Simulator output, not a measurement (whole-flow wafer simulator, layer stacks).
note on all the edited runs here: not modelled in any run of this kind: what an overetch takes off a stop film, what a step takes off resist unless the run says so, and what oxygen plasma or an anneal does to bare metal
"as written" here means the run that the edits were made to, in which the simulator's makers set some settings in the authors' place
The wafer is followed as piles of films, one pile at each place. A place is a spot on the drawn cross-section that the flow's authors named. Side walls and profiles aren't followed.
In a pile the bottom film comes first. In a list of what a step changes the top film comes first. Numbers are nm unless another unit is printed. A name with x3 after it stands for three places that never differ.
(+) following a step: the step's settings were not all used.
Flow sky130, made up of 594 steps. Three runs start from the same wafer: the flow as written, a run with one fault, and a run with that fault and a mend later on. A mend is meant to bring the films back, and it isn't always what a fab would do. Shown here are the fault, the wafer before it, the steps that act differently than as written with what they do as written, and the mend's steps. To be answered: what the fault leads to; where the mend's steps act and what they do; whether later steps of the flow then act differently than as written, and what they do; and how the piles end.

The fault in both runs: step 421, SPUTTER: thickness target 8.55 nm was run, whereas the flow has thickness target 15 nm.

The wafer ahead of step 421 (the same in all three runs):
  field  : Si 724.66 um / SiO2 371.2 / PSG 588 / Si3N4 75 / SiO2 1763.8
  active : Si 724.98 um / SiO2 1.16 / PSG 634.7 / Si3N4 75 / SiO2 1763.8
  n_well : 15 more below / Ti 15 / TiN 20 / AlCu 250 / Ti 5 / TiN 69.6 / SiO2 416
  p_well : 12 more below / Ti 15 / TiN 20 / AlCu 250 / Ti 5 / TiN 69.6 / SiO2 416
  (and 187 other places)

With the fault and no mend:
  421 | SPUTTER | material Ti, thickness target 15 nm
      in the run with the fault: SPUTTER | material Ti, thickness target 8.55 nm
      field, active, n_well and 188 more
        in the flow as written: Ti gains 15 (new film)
        in the run with the fault: Ti gains 8.55 (new film)
  Later steps of the flow acting differently than as written (19 other steps are not shown; they differ only slightly, by no more than 2% or 0.5 nm, whichever is larger):
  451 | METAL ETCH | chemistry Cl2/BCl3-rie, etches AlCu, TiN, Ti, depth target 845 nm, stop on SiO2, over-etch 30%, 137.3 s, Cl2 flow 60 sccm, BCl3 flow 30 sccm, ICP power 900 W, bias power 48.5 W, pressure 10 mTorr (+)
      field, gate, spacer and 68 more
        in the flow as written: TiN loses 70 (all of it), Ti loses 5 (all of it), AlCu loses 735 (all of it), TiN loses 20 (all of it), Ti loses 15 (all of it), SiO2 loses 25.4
        in the run with the fault: TiN loses 70 (all of it), Ti loses 5 (all of it), AlCu loses 735 (all of it), TiN loses 20 (all of it), Ti loses 8.55 (all of it), SiO2 loses 26
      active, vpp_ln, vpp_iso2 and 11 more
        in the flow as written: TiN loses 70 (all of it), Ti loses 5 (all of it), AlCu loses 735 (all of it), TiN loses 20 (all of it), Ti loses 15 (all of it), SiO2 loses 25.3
        in the run with the fault: TiN loses 70 (all of it), Ti loses 5 (all of it), AlCu loses 735 (all of it), TiN loses 20 (all of it), Ti loses 8.55 (all of it), SiO2 loses 26
  At n_well, p_well, gate_hv and 104 more, the piles at the end differ from the flow's by more than 2% or 0.5 nm, whichever is larger.
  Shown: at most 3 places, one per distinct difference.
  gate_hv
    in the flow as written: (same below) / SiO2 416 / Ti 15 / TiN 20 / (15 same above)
    in the run with the fault: (same below) / SiO2 416 / Ti 8.55 / TiN 20 / (15 same above)
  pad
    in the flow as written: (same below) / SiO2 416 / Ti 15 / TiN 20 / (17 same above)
    in the run with the fault: (same below) / SiO2 416 / Ti 8.55 / TiN 20 / (17 same above)
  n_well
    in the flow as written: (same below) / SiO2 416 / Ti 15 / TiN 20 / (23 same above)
    in the run with the fault: (same below) / SiO2 416 / Ti 8.55 / TiN 20 / (23 same above)

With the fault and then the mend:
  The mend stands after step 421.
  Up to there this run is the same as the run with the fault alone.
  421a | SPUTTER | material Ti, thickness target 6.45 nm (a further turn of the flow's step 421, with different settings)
      field, active, n_well and 188 more
        Ti gains 6.45
  Later steps of the flow that are run all act as written at every place that is followed.
  The piles end the same as the flow's at every place that both follow.
